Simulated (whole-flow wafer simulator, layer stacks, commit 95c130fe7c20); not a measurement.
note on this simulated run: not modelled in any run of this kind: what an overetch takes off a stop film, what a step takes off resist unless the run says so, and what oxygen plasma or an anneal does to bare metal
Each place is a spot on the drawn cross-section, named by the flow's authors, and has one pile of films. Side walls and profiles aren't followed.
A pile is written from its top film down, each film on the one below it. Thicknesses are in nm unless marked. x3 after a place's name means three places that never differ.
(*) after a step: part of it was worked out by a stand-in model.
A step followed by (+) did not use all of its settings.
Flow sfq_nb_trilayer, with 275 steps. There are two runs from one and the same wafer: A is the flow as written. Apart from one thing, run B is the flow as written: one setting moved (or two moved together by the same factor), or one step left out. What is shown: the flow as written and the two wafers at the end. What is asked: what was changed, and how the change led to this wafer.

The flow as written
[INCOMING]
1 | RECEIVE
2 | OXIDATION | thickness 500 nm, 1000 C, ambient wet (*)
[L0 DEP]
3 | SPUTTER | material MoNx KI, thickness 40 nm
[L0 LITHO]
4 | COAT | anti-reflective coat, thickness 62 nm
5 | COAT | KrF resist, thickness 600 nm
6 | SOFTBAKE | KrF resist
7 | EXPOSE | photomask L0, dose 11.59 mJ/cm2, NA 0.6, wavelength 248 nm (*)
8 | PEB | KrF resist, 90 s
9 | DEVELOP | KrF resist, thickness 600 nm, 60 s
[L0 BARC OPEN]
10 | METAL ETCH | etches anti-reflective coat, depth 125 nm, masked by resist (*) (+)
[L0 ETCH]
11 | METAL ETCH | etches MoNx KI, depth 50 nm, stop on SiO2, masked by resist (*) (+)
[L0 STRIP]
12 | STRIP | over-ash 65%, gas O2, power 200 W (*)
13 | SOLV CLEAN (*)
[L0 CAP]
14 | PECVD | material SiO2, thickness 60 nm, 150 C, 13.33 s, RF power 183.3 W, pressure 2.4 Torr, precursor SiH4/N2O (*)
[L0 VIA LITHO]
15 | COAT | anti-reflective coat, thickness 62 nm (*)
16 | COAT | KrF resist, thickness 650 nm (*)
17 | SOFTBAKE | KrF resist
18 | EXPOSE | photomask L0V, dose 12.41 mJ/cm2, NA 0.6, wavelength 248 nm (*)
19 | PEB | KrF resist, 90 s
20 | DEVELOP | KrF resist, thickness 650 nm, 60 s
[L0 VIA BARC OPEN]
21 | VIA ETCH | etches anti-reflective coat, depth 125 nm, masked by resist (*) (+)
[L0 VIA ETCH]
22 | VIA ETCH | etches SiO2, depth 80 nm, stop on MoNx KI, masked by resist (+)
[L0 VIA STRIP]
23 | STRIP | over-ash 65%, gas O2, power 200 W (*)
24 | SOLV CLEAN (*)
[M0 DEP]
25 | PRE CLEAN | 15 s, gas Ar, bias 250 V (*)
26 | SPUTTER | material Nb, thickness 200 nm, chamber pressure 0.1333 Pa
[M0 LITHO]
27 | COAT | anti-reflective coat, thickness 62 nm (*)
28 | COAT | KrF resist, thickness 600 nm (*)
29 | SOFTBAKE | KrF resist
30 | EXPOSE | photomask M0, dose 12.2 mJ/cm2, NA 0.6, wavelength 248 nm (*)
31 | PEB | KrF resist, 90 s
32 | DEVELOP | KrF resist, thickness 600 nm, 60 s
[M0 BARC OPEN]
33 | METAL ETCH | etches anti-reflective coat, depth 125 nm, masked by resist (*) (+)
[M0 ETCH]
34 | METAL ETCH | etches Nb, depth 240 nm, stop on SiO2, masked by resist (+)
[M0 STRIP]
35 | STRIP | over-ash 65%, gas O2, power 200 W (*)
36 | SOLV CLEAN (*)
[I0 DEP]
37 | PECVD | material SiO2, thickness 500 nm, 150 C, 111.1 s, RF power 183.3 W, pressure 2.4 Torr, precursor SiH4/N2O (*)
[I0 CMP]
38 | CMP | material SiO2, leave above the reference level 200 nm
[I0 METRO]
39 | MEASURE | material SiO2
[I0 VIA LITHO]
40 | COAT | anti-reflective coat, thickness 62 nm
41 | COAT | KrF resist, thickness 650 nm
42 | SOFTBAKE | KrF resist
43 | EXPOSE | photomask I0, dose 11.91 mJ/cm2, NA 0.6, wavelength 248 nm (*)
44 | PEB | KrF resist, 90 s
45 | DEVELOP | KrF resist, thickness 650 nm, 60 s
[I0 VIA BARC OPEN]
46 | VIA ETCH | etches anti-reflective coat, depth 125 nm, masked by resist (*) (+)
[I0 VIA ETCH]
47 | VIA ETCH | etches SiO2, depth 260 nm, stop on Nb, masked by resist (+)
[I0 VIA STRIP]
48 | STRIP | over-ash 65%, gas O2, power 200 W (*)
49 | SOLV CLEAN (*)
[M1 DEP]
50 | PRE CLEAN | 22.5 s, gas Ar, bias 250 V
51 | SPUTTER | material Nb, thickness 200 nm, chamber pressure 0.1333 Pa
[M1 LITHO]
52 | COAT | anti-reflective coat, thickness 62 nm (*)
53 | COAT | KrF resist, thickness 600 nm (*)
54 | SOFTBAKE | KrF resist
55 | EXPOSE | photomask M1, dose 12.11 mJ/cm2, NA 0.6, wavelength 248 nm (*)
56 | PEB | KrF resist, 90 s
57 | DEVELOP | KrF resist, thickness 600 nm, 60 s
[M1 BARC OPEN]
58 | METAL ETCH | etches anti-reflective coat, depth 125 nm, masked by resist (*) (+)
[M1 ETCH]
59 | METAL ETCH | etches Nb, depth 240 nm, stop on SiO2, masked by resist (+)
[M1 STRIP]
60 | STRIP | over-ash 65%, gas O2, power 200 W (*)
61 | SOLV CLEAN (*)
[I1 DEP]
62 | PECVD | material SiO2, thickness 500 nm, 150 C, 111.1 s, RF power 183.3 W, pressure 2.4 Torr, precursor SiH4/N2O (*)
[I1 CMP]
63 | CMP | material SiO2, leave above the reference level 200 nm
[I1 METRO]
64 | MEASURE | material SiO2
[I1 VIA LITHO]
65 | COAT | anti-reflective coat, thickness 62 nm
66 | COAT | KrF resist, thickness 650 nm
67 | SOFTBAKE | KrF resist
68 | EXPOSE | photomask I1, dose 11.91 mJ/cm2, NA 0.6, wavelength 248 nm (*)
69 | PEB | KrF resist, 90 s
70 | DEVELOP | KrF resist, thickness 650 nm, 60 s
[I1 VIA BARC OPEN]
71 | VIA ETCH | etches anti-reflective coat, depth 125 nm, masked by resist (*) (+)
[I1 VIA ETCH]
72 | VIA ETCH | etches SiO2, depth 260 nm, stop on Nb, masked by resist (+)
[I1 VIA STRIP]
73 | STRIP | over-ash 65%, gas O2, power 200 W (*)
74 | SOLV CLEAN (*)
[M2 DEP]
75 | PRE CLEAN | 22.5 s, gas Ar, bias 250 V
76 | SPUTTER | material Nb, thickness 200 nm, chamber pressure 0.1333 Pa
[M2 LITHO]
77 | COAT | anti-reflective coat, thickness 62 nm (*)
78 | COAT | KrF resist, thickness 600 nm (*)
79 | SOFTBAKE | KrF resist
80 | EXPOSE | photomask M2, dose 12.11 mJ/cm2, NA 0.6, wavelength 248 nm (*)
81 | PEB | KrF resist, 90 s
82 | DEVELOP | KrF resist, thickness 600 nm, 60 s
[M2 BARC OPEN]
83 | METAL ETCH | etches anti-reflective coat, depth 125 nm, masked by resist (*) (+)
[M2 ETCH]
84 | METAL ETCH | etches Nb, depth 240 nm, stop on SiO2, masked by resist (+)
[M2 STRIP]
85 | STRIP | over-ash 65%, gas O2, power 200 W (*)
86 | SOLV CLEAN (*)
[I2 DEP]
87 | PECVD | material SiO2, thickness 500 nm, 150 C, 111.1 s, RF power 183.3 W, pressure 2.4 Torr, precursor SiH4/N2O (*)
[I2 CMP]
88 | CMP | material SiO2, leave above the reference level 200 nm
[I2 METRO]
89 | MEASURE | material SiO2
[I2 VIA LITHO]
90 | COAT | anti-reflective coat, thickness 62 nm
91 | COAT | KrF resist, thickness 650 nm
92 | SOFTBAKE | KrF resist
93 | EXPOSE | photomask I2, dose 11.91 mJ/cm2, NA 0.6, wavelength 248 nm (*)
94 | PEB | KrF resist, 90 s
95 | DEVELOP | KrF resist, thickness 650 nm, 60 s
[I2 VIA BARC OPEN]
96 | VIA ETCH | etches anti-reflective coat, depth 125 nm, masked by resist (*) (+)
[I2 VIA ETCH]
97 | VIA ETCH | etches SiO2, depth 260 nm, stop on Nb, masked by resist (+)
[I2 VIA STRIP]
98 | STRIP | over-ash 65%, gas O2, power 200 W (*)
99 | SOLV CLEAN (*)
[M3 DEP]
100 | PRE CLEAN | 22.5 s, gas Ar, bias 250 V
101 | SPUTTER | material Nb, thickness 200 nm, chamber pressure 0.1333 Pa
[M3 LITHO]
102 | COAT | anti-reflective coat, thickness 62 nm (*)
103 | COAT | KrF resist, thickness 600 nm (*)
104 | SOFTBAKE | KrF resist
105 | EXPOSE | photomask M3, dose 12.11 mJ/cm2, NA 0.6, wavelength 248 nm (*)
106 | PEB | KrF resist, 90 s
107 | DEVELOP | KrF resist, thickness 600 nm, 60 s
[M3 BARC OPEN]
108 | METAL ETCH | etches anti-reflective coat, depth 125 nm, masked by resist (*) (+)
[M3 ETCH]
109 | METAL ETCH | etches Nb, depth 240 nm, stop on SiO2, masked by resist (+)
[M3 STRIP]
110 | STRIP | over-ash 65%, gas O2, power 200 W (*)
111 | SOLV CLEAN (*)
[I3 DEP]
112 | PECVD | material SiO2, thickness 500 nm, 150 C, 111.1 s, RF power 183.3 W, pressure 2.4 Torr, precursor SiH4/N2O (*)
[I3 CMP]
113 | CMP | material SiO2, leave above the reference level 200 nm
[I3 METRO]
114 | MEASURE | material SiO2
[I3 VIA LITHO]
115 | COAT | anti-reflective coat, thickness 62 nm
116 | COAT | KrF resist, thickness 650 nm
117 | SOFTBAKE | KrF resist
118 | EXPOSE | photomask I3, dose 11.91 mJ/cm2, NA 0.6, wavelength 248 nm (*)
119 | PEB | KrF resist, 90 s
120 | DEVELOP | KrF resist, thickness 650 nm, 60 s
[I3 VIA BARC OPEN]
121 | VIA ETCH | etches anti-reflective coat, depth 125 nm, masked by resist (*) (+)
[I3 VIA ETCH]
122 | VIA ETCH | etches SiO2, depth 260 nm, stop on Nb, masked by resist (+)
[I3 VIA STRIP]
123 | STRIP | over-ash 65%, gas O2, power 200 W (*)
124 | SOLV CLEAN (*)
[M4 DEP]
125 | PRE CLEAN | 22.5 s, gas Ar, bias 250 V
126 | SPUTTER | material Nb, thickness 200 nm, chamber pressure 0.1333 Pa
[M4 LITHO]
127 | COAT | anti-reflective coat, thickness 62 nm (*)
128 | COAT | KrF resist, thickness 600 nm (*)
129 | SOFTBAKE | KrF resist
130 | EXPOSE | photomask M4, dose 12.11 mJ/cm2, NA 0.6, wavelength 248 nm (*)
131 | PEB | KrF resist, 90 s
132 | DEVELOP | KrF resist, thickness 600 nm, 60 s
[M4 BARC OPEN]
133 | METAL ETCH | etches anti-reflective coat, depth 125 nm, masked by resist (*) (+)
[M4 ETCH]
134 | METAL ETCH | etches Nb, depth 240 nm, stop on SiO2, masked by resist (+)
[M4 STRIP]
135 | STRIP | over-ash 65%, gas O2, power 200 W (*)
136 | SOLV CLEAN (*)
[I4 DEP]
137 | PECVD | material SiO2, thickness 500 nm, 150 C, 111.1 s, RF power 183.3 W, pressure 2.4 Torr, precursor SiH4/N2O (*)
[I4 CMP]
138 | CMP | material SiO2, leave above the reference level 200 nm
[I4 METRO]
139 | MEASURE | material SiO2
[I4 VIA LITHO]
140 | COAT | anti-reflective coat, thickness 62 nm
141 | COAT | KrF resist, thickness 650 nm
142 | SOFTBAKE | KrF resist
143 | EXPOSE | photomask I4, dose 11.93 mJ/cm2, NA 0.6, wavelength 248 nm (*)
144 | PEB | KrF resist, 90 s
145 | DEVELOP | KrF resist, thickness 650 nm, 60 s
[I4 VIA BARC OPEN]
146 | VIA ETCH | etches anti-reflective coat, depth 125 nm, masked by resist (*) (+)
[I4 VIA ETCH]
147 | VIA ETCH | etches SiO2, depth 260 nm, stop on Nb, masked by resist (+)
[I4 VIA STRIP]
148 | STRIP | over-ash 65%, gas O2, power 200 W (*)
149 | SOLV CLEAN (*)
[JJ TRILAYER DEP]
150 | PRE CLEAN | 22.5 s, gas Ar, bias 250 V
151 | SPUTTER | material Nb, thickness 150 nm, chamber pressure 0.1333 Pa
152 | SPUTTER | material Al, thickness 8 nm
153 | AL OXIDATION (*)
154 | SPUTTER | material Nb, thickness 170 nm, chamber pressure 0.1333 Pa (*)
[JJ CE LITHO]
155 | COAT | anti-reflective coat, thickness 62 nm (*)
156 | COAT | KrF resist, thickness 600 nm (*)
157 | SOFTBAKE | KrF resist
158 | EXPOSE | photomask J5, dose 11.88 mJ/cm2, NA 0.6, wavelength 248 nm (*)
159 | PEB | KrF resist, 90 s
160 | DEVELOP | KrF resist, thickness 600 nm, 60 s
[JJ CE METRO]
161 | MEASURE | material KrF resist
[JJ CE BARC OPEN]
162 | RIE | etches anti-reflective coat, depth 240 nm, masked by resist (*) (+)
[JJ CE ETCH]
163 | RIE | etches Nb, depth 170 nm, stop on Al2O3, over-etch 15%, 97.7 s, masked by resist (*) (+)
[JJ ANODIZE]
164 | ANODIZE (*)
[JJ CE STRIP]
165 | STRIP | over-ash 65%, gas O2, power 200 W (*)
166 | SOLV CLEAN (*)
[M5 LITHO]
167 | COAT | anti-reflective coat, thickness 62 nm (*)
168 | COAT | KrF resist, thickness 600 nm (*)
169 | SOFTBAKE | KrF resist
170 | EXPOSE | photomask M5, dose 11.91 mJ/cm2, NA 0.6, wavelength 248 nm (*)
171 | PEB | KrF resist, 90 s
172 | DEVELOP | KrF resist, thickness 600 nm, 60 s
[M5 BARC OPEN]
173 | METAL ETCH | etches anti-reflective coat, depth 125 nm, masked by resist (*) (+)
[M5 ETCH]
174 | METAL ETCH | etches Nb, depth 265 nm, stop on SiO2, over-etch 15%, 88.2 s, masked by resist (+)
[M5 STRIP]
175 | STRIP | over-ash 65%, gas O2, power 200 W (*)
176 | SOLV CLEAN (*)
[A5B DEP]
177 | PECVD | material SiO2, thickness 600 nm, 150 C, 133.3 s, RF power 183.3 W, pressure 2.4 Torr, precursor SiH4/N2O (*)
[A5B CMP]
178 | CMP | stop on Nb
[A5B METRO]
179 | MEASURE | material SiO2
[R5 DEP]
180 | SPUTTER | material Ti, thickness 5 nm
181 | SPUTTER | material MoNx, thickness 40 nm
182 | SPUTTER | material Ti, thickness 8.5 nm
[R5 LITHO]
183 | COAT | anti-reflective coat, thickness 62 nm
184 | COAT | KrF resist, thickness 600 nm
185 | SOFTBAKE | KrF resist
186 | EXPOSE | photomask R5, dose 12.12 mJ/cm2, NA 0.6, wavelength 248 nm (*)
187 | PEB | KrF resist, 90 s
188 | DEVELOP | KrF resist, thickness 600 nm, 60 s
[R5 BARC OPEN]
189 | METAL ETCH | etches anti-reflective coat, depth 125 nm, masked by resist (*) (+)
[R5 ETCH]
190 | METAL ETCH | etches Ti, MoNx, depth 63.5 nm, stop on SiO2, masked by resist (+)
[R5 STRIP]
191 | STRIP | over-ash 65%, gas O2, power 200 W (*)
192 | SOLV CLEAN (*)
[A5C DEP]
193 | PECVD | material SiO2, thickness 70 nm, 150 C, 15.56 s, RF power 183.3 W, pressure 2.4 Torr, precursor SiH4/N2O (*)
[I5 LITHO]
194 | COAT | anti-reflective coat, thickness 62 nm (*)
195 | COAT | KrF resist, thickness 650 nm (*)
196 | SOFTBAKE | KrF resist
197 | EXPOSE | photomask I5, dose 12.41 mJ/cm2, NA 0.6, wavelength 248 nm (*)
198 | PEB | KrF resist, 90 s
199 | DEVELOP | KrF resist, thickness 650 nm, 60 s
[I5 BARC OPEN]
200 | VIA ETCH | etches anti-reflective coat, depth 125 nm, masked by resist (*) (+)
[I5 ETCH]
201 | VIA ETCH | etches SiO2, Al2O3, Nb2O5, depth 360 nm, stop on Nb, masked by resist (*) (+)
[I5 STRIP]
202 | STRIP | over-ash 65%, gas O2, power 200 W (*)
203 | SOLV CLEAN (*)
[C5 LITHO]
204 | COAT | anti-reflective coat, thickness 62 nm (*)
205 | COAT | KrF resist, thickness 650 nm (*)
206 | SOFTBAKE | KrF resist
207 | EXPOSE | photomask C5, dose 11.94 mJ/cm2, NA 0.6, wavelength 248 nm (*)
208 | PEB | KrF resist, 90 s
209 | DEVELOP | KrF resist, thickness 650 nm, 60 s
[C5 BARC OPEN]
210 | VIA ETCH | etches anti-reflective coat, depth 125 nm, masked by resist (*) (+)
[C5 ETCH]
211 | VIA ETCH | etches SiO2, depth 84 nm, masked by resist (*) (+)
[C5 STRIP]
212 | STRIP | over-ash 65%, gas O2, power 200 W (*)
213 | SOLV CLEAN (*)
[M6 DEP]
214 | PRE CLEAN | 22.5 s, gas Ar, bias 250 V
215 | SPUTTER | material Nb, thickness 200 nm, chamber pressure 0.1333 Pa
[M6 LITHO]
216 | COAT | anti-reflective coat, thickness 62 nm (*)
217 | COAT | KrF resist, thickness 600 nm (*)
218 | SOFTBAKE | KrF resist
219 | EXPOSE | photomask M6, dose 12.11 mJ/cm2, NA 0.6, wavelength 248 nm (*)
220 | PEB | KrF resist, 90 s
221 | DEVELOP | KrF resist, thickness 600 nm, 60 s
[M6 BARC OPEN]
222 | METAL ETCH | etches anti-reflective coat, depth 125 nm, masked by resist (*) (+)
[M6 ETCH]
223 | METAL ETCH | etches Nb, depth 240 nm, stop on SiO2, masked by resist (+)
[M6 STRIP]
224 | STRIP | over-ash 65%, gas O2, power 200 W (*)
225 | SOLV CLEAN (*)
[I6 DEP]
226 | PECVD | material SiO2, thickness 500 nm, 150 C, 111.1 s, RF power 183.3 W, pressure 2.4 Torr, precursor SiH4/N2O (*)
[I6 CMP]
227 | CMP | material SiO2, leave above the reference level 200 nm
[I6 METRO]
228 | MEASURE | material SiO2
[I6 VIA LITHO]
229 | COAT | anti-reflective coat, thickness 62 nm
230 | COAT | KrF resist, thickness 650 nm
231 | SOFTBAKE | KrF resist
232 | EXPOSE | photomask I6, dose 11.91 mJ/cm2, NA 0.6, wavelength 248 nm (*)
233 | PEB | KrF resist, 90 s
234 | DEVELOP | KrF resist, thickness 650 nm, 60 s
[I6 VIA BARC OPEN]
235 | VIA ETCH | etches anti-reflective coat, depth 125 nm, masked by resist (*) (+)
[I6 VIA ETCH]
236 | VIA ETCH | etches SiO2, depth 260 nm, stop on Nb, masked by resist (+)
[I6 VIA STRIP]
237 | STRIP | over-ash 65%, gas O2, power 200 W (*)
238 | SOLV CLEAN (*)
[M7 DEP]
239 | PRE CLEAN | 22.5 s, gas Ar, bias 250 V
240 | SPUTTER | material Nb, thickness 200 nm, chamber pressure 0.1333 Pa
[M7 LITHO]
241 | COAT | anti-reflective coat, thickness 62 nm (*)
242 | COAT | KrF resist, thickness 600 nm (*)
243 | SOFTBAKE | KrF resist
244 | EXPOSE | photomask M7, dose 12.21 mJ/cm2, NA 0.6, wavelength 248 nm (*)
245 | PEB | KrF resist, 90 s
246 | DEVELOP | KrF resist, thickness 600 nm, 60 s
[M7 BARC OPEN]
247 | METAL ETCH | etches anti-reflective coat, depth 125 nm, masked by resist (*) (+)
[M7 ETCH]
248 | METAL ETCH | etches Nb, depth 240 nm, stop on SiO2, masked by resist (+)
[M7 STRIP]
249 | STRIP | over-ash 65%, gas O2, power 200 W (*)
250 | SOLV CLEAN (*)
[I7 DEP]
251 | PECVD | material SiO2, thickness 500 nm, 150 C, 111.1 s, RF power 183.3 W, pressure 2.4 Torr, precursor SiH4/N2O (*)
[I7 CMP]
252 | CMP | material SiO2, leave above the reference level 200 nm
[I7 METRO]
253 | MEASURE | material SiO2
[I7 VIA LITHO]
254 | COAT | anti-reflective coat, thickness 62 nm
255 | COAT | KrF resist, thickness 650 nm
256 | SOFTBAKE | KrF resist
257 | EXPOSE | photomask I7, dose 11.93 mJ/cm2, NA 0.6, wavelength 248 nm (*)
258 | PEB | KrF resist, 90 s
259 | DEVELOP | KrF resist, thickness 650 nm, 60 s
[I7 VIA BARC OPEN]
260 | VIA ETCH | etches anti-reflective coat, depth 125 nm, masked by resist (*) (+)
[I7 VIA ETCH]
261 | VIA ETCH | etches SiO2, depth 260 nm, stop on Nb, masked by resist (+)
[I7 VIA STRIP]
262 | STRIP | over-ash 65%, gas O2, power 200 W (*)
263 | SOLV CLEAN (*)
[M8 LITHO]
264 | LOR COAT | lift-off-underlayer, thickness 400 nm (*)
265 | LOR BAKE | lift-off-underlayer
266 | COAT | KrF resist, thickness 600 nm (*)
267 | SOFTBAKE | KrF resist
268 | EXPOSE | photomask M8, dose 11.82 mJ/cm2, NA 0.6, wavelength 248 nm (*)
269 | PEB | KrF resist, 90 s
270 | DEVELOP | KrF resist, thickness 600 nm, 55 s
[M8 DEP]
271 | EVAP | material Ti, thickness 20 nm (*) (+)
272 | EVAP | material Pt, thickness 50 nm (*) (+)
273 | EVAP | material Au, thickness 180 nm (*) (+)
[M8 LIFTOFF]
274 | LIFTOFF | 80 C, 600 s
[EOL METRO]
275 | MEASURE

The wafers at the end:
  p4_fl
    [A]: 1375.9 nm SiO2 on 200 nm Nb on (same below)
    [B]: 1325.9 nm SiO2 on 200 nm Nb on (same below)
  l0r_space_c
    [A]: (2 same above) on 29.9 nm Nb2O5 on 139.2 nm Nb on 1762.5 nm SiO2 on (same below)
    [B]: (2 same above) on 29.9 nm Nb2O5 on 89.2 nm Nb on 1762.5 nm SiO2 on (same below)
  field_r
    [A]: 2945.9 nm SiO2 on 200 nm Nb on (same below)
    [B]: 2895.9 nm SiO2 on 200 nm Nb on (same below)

The reason: step 151, SPUTTER: thickness 100 nm was run, while the flow as written has thickness 150 nm.

Step by step, how the change led to this:
  151 | SPUTTER | material Nb, thickness 150 nm, chamber pressure 0.1333 Pa
      field_l, v_sur, via_sp and 100 more: A +150 Nb (new film) | B +100 Nb (new film)
      via_wl, via_wr: A +130.4 Nb | B +71.5 Nb
      (and at 1 other place as well)
  154 | SPUTTER | material Nb, thickness 170 nm, chamber pressure 0.1333 Pa (*)
      via_w: A +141 Nb (new film) | B +144.4 Nb (new film)
  155 | COAT | anti-reflective coat, thickness 62 nm (*)
      via_wl, via_wr: A +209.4 anti-reflective coat (new film) | B +233 anti-reflective coat (new film)
      via_w: A +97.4 anti-reflective coat (new film) | B +99.9 anti-reflective coat (new film)
  162 | RIE | etches anti-reflective coat, depth 240 nm, masked by resist (*) (+)
      ce_l, c5j, ce_r, wl_jj: A -209.4 KrF resist | B -233 KrF resist
      via_wl, via_wr: A -209.4 anti-reflective coat (all of it) | B -233 anti-reflective coat (all of it)
      (and at 1 other place as well)
  163 | RIE | etches Nb, depth 170 nm, stop on Al2O3, over-etch 15%, 97.7 s, masked by resist (*) (+)
      via_w: A -141 Nb (all of it), -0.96 Al2O3 (all of it) | B -144.4 Nb (all of it), -0.96 Al2O3 (all of it)
  164 | ANODIZE (*)
      via_wl, via_wr: A +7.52 Al2O3 (new film), +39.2 Nb2O5 (new film), -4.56 Al (all of it), -14.1 Nb | B +7.96 Al2O3 (new film), +38.4 Nb2O5 (new film), -4.83 Al (all of it), -13.8 Nb
  165 | STRIP | over-ash 65%, gas O2, power 200 W (*)
      ce_l: A -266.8 KrF resist (all of it), -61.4 anti-reflective coat (all of it) | B -243.2 KrF resist (all of it), -61.5 anti-reflective coat (all of it)
      c5j: A -266.9 KrF resist (all of it), -61.5 anti-reflective coat (all of it) | B -243.3 KrF resist (all of it), -61.5 anti-reflective coat (all of it)
      (and at 2 other places as well)
  167 | COAT | anti-reflective coat, thickness 62 nm (*)
      via_wl: A +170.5 anti-reflective coat (new film) | B +178.2 anti-reflective coat (new film)
      via_w: A +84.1 anti-reflective coat (new film) | B +78.5 anti-reflective coat (new film)
      (and at 1 other place as well)
  174 | METAL ETCH | etches Nb, depth 265 nm, stop on SiO2, over-etch 15%, 88.2 s, masked by resist (+)
      field_l, r_sur, res and 50 more: A -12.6 Al2O3 (all of it), -29.9 Nb2O5 (all of it), -139.2 Nb (all of it), -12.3 SiO2 | B -12.6 Al2O3 (all of it), -29.9 Nb2O5 (all of it), -89.2 Nb (all of it), -17.3 SiO2
  175 | STRIP | over-ash 65%, gas O2, power 200 W (*)
      via_wl: A -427 KrF resist (all of it), -170.5 anti-reflective coat (all of it) | B -429.8 KrF resist (all of it), -178.2 anti-reflective coat (all of it)
      via_w: A -503.5 KrF resist (all of it), -84.1 anti-reflective coat (all of it) | B -497.8 KrF resist (all of it), -78.5 anti-reflective coat (all of it)
      (and at 1 other place as well)
  177 | PECVD | material SiO2, thickness 600 nm, 150 C, 133.3 s, RF power 183.3 W, pressure 2.4 Torr, precursor SiH4/N2O (*)
      via_wl, via_wr: A +600 SiO2 (new film) | B +617.2 SiO2 (new film)
  178 | CMP | stop on Nb
      field_l, p4_fl, p4_fm and 39 more: A -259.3 SiO2 | B -304.3 SiO2
      r_sur, res, r_end, moat, field_r, lsp_l: A -252.3 SiO2 | B -304.3 SiO2
      (and at 8 other places as well)
